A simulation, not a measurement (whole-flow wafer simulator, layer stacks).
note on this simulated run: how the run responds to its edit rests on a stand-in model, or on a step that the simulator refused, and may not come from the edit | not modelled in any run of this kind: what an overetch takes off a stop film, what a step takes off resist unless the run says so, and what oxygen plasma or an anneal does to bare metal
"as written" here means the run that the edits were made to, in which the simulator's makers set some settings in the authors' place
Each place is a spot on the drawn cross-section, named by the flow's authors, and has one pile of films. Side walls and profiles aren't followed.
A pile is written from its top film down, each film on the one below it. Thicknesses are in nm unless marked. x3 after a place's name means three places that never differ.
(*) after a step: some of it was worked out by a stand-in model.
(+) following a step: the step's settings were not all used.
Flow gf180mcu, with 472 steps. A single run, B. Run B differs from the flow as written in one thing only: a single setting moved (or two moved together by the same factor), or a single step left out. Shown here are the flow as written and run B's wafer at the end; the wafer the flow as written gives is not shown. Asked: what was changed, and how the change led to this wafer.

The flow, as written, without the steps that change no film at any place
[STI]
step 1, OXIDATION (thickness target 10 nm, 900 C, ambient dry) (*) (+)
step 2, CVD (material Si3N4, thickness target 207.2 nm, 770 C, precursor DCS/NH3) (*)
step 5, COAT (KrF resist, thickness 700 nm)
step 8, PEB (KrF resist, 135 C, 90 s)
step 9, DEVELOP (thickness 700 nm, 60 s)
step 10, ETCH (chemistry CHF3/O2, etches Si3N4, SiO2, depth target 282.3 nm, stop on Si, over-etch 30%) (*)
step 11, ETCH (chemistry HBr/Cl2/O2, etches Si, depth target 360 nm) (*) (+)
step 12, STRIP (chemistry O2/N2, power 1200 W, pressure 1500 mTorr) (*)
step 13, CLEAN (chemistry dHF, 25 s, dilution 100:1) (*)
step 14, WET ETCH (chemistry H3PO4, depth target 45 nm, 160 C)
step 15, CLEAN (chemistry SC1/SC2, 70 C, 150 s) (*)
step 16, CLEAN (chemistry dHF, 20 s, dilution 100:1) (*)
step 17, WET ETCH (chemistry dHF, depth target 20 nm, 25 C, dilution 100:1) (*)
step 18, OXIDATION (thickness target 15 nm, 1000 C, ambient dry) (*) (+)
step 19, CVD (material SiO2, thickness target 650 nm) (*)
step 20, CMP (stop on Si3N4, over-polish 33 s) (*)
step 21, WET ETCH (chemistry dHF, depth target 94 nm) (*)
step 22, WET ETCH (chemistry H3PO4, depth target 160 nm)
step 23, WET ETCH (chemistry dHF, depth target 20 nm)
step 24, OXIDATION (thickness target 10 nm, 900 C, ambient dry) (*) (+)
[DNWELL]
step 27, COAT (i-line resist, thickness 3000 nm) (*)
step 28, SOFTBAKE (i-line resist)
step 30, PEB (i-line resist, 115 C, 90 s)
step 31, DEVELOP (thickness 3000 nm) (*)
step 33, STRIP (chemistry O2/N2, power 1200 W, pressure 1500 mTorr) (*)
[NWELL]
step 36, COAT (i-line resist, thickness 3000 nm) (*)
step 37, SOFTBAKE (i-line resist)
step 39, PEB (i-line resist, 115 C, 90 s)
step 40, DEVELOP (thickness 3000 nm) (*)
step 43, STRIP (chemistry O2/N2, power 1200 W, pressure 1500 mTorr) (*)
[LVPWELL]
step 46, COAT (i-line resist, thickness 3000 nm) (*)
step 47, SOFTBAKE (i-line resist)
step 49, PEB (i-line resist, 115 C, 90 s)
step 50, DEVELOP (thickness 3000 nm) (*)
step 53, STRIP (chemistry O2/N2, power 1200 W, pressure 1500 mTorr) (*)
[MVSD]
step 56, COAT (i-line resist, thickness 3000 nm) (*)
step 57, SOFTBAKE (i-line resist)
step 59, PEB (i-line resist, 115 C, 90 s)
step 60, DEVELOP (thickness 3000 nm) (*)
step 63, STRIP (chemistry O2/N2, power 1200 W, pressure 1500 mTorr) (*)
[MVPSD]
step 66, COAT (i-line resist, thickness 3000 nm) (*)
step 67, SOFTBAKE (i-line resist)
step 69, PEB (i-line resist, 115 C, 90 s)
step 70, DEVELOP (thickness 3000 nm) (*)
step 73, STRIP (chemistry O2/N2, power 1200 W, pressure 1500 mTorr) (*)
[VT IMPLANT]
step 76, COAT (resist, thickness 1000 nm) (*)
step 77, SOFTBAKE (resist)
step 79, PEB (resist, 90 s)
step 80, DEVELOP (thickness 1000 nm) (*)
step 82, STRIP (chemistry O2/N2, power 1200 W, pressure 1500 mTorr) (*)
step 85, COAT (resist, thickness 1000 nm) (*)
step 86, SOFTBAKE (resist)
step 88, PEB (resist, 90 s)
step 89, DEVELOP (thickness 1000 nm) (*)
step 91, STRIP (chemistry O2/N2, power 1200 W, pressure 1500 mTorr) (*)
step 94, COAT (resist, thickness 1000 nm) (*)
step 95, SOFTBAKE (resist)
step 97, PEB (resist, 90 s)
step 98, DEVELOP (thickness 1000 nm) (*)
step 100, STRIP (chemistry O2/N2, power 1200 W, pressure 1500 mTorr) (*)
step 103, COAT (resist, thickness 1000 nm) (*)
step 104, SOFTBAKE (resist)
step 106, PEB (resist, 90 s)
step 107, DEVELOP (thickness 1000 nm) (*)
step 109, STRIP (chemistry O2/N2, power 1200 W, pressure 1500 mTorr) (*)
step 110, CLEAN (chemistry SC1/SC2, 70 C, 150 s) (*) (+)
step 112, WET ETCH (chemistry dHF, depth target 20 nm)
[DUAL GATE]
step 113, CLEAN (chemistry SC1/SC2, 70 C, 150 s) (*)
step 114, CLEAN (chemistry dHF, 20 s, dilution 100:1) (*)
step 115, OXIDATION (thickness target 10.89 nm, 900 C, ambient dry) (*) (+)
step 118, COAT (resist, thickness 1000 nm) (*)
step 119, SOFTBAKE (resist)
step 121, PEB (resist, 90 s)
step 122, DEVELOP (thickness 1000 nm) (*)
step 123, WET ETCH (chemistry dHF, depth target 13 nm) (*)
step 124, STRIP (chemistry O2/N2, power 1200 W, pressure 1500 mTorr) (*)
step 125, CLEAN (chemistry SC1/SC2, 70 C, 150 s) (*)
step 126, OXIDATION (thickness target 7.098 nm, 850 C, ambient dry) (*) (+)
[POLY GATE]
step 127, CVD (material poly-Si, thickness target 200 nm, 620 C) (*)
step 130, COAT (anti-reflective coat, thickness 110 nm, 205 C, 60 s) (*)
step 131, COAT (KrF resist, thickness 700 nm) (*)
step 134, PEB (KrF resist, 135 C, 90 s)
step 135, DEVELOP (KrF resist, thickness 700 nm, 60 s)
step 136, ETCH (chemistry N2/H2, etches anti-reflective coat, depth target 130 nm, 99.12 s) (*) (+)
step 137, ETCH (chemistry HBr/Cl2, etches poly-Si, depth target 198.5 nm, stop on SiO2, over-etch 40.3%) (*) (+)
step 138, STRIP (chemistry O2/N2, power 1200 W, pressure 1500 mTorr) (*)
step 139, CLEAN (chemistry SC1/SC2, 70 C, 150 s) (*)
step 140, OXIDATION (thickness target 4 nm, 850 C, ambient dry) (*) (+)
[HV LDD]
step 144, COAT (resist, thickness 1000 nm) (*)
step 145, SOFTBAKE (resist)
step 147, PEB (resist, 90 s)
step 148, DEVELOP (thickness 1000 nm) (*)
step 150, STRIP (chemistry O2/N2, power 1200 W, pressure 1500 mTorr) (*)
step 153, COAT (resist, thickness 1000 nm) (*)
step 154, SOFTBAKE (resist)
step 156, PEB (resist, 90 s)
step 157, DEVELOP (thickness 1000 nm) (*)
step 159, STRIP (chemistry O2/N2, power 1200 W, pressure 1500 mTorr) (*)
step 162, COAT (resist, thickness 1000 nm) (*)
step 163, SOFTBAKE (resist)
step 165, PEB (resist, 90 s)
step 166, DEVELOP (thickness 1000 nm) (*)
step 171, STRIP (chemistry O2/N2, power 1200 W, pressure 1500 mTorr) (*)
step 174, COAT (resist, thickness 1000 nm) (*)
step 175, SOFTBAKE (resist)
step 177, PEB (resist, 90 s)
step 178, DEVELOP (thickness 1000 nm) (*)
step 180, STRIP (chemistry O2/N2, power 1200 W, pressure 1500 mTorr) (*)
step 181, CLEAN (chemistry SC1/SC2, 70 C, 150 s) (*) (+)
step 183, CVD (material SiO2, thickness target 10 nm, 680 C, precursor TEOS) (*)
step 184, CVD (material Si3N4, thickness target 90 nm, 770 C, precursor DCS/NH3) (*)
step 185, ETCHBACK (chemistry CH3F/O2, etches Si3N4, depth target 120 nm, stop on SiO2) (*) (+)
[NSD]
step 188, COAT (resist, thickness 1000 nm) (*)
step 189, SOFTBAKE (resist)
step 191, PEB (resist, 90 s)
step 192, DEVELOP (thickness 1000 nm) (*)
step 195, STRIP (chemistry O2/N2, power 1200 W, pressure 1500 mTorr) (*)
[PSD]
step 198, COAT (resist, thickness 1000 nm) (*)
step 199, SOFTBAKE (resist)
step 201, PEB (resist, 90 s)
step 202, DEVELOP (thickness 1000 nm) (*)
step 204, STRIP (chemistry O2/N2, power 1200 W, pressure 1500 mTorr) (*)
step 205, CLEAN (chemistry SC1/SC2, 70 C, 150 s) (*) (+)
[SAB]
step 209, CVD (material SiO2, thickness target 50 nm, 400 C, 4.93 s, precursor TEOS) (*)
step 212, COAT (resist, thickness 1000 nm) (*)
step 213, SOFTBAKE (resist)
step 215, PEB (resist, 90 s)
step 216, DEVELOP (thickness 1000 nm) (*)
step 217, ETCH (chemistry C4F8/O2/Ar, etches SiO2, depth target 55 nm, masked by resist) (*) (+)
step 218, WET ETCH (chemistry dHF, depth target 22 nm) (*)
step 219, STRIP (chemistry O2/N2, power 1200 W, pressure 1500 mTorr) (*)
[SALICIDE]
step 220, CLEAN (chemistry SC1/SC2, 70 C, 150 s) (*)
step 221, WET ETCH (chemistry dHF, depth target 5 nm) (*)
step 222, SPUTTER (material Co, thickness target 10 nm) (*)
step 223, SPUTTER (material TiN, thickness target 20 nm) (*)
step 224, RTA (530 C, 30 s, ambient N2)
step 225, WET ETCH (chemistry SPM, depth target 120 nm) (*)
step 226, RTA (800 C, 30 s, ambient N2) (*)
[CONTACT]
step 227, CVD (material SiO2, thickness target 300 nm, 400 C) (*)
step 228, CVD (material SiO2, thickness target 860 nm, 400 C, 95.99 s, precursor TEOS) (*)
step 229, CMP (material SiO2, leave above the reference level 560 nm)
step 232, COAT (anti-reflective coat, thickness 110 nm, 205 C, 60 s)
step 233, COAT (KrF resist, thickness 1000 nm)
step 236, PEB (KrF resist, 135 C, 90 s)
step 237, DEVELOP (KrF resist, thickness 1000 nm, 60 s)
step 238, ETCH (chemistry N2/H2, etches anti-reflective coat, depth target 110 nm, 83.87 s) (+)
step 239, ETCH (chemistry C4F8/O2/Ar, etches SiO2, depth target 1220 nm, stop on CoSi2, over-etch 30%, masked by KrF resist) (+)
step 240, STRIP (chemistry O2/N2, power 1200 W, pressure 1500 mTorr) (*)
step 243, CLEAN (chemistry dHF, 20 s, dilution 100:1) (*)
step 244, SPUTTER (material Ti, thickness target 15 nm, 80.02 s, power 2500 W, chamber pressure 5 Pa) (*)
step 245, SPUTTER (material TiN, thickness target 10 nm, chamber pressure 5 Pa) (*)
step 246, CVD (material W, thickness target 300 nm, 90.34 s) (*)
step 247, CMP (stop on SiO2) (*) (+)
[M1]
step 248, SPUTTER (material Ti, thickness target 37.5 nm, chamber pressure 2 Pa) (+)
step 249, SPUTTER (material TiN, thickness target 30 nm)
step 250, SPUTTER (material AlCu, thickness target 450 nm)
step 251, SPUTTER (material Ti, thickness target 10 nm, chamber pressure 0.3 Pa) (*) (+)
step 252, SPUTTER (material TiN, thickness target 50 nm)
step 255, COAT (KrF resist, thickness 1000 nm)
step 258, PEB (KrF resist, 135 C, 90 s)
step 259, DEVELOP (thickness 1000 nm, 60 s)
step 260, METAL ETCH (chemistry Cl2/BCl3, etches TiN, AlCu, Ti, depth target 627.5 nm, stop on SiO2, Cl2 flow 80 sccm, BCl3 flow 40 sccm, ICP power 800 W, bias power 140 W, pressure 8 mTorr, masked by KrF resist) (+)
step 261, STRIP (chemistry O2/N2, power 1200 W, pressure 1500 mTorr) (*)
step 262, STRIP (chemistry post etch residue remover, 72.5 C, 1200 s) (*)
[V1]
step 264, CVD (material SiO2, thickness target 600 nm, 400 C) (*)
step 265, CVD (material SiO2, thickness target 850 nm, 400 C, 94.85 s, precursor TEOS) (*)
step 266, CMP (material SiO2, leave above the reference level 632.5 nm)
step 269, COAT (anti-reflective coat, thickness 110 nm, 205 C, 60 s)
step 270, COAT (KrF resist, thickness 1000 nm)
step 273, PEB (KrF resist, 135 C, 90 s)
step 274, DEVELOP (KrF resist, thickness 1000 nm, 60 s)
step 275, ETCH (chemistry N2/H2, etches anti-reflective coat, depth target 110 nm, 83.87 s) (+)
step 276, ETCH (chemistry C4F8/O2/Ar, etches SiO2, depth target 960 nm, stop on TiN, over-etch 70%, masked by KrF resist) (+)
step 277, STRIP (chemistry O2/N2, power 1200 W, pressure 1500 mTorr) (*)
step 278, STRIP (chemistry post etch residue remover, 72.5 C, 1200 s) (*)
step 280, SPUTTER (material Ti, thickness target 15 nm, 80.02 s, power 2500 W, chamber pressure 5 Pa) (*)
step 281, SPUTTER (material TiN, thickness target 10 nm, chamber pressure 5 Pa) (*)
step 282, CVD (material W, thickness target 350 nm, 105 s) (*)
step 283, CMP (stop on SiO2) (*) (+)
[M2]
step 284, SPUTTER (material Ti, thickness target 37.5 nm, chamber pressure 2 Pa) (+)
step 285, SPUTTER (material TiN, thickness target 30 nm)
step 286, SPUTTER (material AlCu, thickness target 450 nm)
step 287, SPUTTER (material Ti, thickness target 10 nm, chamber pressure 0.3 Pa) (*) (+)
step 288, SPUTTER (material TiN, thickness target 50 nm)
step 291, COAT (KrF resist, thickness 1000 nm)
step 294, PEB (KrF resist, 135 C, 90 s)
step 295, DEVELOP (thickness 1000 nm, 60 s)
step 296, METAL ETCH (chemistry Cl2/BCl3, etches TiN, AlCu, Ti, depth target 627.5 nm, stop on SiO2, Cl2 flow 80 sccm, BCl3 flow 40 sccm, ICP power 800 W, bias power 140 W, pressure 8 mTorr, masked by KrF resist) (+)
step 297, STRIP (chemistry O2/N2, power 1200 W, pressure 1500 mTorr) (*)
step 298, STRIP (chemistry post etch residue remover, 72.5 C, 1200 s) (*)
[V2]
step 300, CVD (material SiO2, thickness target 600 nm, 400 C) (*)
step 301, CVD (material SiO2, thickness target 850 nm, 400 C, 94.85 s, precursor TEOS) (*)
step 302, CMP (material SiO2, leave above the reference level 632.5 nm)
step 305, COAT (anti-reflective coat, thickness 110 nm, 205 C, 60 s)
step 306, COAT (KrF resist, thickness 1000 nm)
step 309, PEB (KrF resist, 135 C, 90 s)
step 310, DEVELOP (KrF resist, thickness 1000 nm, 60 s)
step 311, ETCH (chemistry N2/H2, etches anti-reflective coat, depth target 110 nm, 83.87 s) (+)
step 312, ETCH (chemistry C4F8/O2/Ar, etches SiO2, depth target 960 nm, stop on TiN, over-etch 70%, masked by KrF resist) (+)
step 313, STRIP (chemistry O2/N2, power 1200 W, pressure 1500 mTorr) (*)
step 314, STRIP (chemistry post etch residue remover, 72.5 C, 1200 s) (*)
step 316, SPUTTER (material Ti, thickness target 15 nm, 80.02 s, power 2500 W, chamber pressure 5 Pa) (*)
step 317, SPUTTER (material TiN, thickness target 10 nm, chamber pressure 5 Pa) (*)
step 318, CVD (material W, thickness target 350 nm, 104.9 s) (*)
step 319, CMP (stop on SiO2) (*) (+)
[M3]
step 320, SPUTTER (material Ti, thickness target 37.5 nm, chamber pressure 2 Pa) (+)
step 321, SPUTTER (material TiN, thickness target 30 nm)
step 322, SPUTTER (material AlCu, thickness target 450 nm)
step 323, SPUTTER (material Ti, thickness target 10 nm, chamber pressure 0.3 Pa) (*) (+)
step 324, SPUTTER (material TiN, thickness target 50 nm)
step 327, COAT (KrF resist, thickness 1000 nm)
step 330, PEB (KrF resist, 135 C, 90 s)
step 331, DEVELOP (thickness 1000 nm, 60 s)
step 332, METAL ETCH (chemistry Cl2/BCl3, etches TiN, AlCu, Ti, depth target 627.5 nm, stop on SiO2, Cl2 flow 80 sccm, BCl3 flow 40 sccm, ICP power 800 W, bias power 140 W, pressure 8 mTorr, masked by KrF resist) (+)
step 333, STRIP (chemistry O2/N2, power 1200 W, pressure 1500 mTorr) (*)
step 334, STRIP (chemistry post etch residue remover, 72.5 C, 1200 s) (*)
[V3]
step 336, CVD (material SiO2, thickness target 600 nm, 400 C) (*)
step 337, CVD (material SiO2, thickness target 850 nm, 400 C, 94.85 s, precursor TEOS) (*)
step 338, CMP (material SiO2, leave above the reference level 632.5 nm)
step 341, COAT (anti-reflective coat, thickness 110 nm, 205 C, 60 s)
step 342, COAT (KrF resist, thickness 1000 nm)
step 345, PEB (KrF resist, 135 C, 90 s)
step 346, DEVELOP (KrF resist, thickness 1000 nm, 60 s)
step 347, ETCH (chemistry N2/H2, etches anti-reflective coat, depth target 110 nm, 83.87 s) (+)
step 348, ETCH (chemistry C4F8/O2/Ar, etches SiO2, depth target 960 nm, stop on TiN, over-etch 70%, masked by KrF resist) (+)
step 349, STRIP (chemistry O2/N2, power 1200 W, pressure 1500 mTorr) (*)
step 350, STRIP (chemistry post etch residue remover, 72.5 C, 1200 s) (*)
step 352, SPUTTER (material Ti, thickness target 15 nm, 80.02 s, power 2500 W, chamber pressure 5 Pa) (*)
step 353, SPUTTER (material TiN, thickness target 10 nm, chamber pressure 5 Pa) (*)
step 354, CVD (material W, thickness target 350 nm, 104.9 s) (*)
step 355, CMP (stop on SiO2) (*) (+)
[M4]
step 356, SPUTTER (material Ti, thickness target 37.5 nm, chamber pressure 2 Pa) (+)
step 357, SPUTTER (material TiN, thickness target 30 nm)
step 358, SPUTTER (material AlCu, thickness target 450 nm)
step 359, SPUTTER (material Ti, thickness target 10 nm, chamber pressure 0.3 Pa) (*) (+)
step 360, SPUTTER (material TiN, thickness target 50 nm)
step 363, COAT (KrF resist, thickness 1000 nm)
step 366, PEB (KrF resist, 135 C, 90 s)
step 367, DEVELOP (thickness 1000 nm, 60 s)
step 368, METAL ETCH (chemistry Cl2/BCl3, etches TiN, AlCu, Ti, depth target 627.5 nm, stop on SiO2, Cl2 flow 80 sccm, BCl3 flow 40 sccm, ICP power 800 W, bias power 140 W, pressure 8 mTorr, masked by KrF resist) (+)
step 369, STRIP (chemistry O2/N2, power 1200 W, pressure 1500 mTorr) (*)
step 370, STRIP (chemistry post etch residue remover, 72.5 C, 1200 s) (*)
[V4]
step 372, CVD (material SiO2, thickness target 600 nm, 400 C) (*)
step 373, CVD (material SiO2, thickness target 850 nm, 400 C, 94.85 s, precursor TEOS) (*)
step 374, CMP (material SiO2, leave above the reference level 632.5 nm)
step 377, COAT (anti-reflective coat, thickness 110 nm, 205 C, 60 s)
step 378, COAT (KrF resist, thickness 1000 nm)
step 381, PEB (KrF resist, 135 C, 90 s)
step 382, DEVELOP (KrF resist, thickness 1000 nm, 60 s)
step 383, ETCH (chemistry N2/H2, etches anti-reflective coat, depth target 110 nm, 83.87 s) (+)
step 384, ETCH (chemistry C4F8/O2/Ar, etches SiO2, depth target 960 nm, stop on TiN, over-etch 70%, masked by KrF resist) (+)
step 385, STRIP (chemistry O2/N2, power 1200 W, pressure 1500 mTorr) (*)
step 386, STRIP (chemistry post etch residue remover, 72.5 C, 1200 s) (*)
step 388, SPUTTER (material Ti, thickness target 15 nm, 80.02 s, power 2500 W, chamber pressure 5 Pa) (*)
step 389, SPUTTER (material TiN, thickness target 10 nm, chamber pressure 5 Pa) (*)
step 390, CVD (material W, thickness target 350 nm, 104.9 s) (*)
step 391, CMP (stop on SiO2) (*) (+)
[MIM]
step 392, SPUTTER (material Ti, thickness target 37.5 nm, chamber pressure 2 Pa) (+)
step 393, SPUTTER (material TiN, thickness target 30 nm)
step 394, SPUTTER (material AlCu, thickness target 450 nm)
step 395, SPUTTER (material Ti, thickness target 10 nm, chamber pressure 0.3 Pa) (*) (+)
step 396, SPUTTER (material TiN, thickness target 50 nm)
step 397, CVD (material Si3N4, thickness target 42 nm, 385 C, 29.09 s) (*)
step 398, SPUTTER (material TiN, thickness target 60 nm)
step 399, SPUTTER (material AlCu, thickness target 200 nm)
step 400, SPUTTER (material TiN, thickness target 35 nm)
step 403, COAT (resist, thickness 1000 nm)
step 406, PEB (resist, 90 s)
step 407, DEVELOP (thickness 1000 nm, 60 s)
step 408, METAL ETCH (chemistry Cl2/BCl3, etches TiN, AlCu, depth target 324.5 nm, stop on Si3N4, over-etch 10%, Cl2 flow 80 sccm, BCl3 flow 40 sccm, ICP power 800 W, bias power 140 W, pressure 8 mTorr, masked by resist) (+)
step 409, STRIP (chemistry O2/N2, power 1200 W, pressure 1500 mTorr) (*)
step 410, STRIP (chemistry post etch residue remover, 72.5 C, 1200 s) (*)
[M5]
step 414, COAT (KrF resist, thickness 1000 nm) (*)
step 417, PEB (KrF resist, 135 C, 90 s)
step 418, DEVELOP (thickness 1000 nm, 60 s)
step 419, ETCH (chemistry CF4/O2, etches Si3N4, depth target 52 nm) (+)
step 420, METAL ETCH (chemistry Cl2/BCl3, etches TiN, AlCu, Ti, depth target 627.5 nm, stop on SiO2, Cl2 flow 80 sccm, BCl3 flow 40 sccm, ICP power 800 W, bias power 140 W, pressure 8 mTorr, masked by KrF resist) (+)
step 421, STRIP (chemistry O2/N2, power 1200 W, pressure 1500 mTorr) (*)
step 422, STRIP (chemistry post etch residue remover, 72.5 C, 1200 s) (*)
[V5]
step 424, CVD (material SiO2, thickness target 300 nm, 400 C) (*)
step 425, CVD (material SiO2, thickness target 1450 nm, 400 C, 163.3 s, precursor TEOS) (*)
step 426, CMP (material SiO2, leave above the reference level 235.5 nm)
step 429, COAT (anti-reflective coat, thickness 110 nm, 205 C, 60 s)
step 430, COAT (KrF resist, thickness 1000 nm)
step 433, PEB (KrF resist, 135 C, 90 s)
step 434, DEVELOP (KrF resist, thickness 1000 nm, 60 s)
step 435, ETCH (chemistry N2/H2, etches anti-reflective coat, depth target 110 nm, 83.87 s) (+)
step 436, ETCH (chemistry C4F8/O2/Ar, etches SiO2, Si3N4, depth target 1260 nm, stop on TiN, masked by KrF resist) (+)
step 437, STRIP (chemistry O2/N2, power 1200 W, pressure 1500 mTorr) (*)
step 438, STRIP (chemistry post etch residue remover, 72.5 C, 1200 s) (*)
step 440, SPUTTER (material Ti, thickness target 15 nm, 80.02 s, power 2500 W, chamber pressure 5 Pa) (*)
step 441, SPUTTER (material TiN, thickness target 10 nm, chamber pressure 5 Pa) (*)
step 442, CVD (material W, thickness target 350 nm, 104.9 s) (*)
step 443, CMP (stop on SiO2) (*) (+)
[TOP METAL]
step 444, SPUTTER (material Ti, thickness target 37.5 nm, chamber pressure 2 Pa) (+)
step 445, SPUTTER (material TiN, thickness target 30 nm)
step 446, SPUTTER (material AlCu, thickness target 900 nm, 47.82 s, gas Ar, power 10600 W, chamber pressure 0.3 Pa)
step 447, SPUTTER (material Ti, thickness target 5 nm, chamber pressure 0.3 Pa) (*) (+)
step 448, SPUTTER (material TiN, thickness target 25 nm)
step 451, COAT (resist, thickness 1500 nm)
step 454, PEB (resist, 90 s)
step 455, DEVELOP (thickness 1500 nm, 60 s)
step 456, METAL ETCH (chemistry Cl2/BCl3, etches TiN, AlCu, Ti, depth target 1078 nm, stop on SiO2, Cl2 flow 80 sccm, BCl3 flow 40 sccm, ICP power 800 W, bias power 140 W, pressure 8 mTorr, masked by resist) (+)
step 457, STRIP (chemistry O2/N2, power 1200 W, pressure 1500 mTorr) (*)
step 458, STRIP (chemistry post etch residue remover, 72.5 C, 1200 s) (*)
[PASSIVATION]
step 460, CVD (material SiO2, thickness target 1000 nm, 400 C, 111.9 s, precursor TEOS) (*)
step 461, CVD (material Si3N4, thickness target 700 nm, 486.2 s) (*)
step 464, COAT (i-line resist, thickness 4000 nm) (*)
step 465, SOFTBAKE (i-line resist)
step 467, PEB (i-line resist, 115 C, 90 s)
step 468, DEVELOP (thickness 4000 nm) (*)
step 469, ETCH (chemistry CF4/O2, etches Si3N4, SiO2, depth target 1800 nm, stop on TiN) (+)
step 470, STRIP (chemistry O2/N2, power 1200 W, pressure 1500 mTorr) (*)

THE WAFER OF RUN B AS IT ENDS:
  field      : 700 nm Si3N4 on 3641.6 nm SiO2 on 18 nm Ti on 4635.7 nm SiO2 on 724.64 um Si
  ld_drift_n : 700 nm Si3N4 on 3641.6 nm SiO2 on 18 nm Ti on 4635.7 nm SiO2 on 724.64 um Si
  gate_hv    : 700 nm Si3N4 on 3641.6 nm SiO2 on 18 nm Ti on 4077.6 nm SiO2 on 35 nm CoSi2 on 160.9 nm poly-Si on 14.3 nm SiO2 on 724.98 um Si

The reason: step 358, SPUTTER: thickness target 518 nm was run, whereas the flow has thickness target 450 nm.

Step by step, how the change led to this:
  step 358, SPUTTER (material AlCu, thickness target 450 nm)
      field, field__w1, field__w2 and 108 more: AlCu gains 518 (new film) (in the flow as written it would be: AlCu gains 450 (new film))
  step 368, METAL ETCH (chemistry Cl2/BCl3, etches TiN, AlCu, Ti, depth target 627.5 nm, stop on SiO2, Cl2 flow 80 sccm, BCl3 flow 40 sccm, ICP power 800 W, bias power 140 W, pressure 8 mTorr, masked by KrF resist) (+)
      field, field__w1, field__w2 and 103 more: TiN loses 50 (all of it), Ti loses 10 (all of it), AlCu loses 518 (all of it), TiN loses 30 (all of it), Ti loses 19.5 (in the flow as written it would be: TiN loses 50 (all of it), Ti loses 10 (all of it), AlCu loses 450 (all of it), TiN loses 30 (all of it), Ti loses 37.5 (all of it))
  step 372, CVD (material SiO2, thickness target 600 nm, 400 C) (*)
      field, field__w1, field__w2 and 103 more: SiO2 gains 600 (new film) (in the flow as written it would be: SiO2 gains 600)
  step 374, CMP (material SiO2, leave above the reference level 632.5 nm)
      field, field__w1, field__w2 and 103 more: SiO2 loses 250 (in the flow as written it would be: SiO2 loses 300)
If metal films that touch count as one body, field has 1 body; the flow as written gives 0 bodies.
If metal films that touch count as one body, ld_drift_n has 1 body; the flow as written gives 0 bodies.
If metal films that touch count as one body, gate_hv has 2 bodies (between them, from the top down: SiO2 4077.6); the flow as written gives 1 body.
